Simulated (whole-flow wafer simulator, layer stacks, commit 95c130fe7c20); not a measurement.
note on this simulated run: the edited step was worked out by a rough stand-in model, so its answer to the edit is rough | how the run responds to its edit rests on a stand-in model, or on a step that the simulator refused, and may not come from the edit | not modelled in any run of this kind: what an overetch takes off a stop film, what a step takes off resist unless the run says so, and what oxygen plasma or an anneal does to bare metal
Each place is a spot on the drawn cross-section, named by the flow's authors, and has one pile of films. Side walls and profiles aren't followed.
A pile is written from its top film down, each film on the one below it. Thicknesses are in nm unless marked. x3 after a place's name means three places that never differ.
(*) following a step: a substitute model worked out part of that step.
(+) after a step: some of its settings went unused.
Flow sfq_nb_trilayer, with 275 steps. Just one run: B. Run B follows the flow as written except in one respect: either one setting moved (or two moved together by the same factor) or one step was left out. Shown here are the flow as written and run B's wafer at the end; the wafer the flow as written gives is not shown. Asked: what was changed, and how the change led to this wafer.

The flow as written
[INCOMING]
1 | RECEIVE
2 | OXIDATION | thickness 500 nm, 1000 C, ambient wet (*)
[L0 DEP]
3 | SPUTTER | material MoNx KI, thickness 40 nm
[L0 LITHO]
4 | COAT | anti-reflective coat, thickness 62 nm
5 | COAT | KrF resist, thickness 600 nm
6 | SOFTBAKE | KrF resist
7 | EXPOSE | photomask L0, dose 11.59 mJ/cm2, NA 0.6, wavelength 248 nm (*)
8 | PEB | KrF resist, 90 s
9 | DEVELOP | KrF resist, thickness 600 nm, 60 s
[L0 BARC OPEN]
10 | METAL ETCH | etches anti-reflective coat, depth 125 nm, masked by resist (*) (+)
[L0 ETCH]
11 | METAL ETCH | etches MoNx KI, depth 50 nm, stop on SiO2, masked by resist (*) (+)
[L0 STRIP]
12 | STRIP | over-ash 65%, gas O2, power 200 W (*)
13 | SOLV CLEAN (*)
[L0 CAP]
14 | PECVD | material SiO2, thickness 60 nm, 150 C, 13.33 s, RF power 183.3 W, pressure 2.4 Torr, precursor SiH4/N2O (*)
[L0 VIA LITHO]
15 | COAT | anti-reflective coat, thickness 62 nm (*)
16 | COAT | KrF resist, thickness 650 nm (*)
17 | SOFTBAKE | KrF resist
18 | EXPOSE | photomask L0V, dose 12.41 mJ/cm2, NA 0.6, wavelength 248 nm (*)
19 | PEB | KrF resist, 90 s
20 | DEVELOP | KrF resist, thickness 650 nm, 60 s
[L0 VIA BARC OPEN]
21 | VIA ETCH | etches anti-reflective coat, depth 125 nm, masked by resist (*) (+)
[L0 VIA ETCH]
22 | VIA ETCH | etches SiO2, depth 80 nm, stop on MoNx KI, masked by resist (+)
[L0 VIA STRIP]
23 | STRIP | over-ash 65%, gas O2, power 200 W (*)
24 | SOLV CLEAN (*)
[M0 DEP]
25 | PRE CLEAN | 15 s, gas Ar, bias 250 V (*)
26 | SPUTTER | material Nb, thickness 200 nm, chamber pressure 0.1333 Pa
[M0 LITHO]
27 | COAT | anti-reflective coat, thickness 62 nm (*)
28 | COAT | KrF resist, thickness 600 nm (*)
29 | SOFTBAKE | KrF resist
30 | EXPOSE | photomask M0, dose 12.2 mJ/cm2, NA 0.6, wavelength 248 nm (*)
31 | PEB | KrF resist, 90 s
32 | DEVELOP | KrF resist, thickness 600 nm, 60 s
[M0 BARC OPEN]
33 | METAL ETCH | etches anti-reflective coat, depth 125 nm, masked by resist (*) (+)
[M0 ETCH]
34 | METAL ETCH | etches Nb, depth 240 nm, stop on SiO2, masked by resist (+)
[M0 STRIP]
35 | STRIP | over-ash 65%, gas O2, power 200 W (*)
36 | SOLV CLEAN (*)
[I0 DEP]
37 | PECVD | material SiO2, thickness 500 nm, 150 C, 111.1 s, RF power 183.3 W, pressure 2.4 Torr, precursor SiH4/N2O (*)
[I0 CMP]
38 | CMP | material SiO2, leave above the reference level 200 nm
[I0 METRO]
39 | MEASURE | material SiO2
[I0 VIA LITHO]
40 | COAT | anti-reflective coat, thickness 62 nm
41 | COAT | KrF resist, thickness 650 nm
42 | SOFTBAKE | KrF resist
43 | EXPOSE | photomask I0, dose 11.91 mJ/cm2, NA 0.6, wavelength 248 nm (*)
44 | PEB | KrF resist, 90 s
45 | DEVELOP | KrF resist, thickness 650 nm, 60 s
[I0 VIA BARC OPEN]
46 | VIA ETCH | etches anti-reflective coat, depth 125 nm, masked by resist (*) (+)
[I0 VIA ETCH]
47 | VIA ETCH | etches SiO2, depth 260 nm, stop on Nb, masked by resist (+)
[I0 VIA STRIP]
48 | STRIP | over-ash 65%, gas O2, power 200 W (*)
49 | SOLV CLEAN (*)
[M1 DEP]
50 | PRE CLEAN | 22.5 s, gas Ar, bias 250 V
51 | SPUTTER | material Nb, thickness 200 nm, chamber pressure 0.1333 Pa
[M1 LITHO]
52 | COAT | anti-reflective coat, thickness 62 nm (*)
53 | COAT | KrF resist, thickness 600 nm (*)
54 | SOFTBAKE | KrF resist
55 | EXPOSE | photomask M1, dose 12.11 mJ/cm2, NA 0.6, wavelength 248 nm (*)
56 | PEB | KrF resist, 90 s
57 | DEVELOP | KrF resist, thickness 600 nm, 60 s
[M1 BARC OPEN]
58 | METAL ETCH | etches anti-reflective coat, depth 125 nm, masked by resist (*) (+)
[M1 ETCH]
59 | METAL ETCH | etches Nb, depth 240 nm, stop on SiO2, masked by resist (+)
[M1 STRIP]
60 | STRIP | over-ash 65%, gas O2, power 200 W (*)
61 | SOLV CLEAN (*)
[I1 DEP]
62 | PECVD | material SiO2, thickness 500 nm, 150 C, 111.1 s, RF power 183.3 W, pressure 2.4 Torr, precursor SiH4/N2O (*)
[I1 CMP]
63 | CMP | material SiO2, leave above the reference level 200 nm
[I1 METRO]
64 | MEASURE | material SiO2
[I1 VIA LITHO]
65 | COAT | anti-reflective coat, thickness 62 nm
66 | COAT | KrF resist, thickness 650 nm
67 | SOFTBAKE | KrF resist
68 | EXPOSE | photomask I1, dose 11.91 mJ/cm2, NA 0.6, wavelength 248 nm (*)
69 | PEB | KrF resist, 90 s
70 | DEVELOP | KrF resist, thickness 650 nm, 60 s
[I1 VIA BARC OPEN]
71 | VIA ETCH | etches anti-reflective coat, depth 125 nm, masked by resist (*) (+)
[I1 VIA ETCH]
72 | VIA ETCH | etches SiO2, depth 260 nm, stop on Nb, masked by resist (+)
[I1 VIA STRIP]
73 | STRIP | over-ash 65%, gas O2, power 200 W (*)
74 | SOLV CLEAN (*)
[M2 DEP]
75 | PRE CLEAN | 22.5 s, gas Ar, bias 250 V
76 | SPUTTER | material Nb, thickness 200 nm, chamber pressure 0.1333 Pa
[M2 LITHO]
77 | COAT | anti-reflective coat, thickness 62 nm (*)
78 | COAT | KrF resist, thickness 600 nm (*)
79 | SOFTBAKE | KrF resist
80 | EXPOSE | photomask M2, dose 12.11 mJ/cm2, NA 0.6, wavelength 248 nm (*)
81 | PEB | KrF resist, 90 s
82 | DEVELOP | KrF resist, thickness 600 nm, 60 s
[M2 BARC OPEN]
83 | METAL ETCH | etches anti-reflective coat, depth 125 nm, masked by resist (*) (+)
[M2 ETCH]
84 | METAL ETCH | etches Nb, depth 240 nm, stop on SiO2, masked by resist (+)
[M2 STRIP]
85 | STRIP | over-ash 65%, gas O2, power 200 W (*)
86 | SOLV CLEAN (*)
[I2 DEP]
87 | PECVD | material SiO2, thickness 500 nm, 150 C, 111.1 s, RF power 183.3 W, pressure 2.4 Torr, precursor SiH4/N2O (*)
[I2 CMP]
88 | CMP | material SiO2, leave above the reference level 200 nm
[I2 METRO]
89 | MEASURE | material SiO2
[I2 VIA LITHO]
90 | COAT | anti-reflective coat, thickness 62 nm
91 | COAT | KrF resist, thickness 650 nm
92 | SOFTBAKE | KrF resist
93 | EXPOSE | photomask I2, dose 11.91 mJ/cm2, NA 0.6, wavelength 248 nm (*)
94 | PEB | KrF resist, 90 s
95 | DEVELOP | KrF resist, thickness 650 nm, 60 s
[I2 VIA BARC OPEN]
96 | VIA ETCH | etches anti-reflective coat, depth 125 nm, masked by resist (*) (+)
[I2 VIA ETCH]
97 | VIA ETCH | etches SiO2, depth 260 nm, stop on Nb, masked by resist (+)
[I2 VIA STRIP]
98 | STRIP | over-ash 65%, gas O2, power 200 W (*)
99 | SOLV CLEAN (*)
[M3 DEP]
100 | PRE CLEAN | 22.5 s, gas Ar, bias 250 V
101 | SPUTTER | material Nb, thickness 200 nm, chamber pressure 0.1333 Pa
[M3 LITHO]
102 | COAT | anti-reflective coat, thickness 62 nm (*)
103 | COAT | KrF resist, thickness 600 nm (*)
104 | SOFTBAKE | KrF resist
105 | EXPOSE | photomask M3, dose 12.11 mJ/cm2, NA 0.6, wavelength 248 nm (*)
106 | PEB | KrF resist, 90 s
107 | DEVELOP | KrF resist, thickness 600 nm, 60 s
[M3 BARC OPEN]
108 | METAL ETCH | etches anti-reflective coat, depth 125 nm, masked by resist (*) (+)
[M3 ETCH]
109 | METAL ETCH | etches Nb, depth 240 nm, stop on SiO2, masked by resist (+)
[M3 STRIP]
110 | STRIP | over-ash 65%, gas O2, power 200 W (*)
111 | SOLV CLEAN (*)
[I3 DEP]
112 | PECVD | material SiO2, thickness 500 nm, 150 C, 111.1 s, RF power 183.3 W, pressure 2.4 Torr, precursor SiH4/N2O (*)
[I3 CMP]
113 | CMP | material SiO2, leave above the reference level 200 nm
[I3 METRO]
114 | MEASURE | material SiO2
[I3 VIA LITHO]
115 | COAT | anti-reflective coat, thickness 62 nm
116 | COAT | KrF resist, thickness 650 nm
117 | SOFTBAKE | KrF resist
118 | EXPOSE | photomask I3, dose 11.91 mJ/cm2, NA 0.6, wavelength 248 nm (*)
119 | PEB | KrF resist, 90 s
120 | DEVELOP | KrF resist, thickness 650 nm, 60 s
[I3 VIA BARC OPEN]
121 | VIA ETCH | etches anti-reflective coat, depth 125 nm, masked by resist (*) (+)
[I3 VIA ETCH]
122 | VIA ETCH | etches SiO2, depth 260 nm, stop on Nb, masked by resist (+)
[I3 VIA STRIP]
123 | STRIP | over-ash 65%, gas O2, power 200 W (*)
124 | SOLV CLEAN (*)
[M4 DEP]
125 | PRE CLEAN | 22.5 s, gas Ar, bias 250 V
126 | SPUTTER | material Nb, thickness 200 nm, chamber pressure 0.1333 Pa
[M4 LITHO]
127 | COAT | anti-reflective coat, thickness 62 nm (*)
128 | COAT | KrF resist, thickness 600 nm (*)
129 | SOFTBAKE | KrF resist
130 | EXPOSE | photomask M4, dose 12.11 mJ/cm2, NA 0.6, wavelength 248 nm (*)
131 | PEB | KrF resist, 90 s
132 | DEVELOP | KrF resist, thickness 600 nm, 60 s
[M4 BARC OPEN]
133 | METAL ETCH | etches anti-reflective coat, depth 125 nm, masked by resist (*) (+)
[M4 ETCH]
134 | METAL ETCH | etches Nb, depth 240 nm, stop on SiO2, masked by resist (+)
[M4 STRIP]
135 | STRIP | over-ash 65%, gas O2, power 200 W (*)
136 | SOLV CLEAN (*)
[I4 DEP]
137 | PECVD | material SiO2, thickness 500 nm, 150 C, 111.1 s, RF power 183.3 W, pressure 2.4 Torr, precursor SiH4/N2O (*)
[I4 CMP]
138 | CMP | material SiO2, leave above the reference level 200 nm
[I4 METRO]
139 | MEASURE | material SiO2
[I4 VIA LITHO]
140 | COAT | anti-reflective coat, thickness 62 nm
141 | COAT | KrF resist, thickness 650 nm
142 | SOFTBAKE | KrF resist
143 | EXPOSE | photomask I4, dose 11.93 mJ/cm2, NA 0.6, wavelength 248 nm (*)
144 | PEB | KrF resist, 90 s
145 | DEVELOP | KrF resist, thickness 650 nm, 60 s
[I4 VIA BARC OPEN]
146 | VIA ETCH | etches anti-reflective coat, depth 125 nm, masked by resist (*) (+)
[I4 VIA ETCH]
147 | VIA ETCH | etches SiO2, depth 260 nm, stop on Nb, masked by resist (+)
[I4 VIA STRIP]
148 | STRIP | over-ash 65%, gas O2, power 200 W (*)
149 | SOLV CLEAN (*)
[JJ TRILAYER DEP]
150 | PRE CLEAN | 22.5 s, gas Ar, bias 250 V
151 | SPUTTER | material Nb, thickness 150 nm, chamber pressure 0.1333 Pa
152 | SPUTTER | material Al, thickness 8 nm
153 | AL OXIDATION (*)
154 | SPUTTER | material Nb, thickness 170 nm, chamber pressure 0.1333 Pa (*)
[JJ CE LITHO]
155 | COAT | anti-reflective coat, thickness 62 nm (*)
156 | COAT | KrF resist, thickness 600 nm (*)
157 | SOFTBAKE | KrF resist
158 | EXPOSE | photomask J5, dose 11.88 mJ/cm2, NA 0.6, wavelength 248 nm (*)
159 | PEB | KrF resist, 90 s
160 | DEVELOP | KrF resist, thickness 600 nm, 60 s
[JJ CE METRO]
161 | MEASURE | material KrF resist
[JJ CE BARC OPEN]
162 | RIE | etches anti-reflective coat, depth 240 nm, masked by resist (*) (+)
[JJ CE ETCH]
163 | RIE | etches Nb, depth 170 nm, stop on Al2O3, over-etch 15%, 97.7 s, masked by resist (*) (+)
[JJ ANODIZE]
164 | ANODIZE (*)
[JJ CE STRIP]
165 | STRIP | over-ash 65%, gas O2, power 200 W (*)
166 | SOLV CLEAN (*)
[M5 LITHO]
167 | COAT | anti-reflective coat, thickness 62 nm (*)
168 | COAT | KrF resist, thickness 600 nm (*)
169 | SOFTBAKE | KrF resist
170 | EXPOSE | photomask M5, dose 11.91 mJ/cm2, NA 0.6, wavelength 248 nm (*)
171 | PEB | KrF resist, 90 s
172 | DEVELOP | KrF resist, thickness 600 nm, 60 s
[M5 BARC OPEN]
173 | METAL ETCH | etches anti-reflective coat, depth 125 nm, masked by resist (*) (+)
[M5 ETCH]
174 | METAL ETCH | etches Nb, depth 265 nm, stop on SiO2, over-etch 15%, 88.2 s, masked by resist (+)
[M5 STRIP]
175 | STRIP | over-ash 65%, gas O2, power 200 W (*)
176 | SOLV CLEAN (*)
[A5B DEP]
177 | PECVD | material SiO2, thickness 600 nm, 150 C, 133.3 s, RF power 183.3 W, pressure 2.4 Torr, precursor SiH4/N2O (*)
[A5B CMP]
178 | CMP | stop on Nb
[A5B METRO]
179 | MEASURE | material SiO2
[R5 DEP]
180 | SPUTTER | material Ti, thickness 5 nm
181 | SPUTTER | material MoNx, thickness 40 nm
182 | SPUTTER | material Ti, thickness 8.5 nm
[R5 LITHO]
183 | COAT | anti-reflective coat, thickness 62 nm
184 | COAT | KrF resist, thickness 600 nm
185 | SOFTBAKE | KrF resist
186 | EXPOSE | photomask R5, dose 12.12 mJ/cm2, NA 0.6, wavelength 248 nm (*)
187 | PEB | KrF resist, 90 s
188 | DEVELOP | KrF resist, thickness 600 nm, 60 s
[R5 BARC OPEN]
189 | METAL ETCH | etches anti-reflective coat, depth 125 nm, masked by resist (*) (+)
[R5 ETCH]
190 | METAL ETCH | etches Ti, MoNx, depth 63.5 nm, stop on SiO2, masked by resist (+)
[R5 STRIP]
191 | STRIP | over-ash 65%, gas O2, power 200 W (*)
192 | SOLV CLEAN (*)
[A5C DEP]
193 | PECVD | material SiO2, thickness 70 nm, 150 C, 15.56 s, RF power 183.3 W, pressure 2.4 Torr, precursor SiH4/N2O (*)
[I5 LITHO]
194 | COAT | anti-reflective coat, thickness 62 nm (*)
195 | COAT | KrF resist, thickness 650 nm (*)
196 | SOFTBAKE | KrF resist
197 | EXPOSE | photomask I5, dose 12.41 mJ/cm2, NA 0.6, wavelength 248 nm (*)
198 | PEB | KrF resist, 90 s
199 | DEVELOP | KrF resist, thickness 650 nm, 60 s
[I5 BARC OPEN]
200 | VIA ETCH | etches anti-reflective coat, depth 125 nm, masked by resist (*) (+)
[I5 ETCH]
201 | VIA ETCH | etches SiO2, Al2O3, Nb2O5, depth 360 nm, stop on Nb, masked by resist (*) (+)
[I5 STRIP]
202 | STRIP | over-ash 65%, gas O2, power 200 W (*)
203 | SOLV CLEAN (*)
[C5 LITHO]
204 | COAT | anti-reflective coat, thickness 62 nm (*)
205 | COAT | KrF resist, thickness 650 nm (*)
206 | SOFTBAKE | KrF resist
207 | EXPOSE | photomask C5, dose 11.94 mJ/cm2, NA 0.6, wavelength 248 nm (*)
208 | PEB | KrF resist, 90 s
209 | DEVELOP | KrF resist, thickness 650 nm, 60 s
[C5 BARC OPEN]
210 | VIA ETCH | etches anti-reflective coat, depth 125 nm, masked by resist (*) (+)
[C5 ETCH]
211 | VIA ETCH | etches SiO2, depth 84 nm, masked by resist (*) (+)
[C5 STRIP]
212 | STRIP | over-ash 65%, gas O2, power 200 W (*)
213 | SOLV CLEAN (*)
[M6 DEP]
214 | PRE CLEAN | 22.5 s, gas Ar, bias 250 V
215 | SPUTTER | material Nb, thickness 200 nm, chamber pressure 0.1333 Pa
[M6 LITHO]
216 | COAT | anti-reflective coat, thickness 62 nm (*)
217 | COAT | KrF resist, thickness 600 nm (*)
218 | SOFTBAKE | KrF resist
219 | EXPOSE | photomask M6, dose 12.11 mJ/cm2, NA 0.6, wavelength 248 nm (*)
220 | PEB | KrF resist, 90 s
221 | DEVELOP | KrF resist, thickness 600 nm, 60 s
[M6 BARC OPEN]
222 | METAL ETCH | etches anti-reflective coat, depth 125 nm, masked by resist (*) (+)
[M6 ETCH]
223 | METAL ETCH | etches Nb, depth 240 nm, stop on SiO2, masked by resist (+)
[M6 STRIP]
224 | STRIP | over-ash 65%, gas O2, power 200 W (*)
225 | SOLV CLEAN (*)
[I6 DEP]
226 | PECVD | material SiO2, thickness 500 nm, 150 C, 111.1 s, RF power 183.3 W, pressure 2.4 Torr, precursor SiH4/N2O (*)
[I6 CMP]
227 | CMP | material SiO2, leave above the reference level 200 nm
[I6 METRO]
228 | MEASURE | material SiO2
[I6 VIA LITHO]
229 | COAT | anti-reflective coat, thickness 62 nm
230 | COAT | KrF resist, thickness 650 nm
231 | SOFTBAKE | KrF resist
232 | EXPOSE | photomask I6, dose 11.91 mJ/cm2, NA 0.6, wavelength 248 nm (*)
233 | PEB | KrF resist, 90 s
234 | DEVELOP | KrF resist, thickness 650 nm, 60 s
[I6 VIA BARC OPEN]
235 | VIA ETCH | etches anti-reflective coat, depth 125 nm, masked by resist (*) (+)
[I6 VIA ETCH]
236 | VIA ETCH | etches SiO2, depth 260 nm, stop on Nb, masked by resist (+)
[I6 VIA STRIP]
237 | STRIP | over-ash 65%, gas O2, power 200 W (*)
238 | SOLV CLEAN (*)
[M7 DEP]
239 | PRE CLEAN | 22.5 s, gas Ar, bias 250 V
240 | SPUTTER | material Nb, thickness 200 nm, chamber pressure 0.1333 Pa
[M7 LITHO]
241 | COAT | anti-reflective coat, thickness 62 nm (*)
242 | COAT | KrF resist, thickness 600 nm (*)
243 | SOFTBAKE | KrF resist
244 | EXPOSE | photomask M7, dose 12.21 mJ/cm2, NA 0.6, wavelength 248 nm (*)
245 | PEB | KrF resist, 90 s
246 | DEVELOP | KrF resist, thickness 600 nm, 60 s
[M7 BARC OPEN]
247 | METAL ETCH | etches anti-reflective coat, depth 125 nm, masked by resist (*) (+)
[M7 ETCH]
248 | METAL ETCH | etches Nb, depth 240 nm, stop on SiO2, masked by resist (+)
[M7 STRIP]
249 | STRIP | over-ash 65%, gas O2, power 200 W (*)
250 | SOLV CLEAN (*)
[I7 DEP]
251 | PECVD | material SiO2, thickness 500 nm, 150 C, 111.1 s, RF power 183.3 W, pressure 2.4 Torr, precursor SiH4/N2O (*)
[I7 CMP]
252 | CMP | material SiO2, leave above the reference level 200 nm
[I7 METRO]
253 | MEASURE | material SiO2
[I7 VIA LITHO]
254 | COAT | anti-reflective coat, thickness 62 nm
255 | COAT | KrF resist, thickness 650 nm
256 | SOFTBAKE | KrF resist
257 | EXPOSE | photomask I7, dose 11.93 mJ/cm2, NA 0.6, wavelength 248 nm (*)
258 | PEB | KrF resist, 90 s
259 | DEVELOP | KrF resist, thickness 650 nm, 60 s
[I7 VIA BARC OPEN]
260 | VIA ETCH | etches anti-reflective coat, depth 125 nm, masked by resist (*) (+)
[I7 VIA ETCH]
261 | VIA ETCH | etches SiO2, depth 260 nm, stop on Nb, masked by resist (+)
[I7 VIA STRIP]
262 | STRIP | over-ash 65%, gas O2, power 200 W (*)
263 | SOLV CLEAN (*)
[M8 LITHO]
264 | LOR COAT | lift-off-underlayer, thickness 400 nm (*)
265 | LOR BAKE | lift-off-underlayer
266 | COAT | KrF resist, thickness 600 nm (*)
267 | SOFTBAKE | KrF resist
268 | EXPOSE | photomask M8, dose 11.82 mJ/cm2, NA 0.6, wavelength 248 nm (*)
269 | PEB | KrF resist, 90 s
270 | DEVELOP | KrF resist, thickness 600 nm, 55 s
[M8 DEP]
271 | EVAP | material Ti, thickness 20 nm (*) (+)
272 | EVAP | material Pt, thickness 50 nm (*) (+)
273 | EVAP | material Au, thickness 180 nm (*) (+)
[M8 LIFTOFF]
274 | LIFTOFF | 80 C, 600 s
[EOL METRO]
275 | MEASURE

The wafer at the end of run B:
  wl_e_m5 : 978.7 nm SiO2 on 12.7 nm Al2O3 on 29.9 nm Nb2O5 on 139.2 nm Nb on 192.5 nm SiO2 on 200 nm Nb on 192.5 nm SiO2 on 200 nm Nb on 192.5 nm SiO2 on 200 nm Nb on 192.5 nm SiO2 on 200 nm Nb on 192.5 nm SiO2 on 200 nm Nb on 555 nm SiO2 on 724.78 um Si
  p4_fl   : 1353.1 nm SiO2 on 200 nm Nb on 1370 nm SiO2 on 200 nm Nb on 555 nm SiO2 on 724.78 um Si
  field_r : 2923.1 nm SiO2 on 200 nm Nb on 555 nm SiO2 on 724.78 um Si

The reason: step 193, PECVD: thickness 47.2 nm was run, while the flow as written has thickness 70 nm; step 193, PECVD: 10.5 s was run, where the flow has 15.56 s.

Step by step, how the change led to this:
  193 | PECVD | material SiO2, thickness 70 nm, 150 C, 15.56 s, RF power 183.3 W, pressure 2.4 Torr, precursor SiH4/N2O (*)
      field_l, v_sur, via_wl and 92 more: SiO2 gains 47.2 (as written it would have been: SiO2 gains 70)
      ce_l, c5j, ce_r and 8 more: SiO2 gains 47.2 (new film) (as written it would have been: SiO2 gains 70 (new film))
  201 | VIA ETCH | etches SiO2, Al2O3, Nb2O5, depth 360 nm, stop on Nb, masked by resist (*) (+)
      be: SiO2 loses 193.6 (all of it), Al2O3 loses 12.7 (all of it), Nb2O5 loses 29.9 (all of it) (as written it would have been: SiO2 loses 216.4 (all of it), Al2O3 loses 12.7 (all of it), Nb2O5 loses 29.9 (all of it))
  204 | COAT | anti-reflective coat, thickness 62 nm (*)
      be: anti-reflective coat gains 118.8 (new film) (as written it would have been: anti-reflective coat gains 122.2 (new film))
  211 | VIA ETCH | etches SiO2, depth 84 nm, masked by resist (*) (+)
      field_l, v_sur, via_wl and 101 more: KrF resist loses 12.2 (as written it would have been: KrF resist loses 14.5)
      c5j: SiO2 loses 47.1 (all of it), Nb loses 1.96 (as written it would have been: SiO2 loses 69.9 (all of it), Nb loses 1.18)
      (as well as at 1 more place)
  212 | STRIP | over-ash 65%, gas O2, power 200 W (*)
      be: KrF resist loses 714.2 (all of it), anti-reflective coat loses 118.8 (all of it) (as written it would have been: KrF resist loses 728.2 (all of it), anti-reflective coat loses 122.2 (all of it))
  215 | SPUTTER | material Nb, thickness 200 nm, chamber pressure 0.1333 Pa
      be: Nb gains 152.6 (as written it would have been: Nb gains 147.3)
      c5j: Nb gains 194.8 (as written it would have been: Nb gains 188.4)
      (as well as at 1 more place)
  216 | COAT | anti-reflective coat, thickness 62 nm (*)
      be: anti-reflective coat gains 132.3 (new film) (as written it would have been: anti-reflective coat gains 136.7 (new film))
      ce_l: anti-reflective coat gains 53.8 (new film) (as written it would have been: anti-reflective coat gains 48 (new film))
      (as well as at 5 more places)
  217 | COAT | KrF resist, thickness 600 nm (*)
      be: KrF resist gains 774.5 (new film) (as written it would have been: KrF resist gains 793.9 (new film))
  224 | STRIP | over-ash 65%, gas O2, power 200 W (*)
      be: KrF resist loses 556.4 (all of it), anti-reflective coat loses 132.3 (all of it) (as written it would have been: KrF resist loses 575.8 (all of it), anti-reflective coat loses 136.7 (all of it))
      ce_l: KrF resist loses 394.1 (all of it), anti-reflective coat loses 53.8 (all of it) (as written it would have been: KrF resist loses 397.1 (all of it), anti-reflective coat loses 48 (all of it))
      (as well as at 5 more places)
  226 | PECVD | material SiO2, thickness 500 nm, 150 C, 111.1 s, RF power 183.3 W, pressure 2.4 Torr, precursor SiH4/N2O (*)
      be: SiO2 gains 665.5 (new film) (as written it would have been: SiO2 gains 693.5 (new film))
      c5j: SiO2 gains 500 (new film) (as written it would have been: SiO2 gains 514.7 (new film))
  227 | CMP | material SiO2, leave above the reference level 200 nm
      c5j: SiO2 loses 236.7 (as written it would have been: SiO2 loses 223)
      res: SiO2 loses 306.6 (as written it would have been: SiO2 loses 279.4)
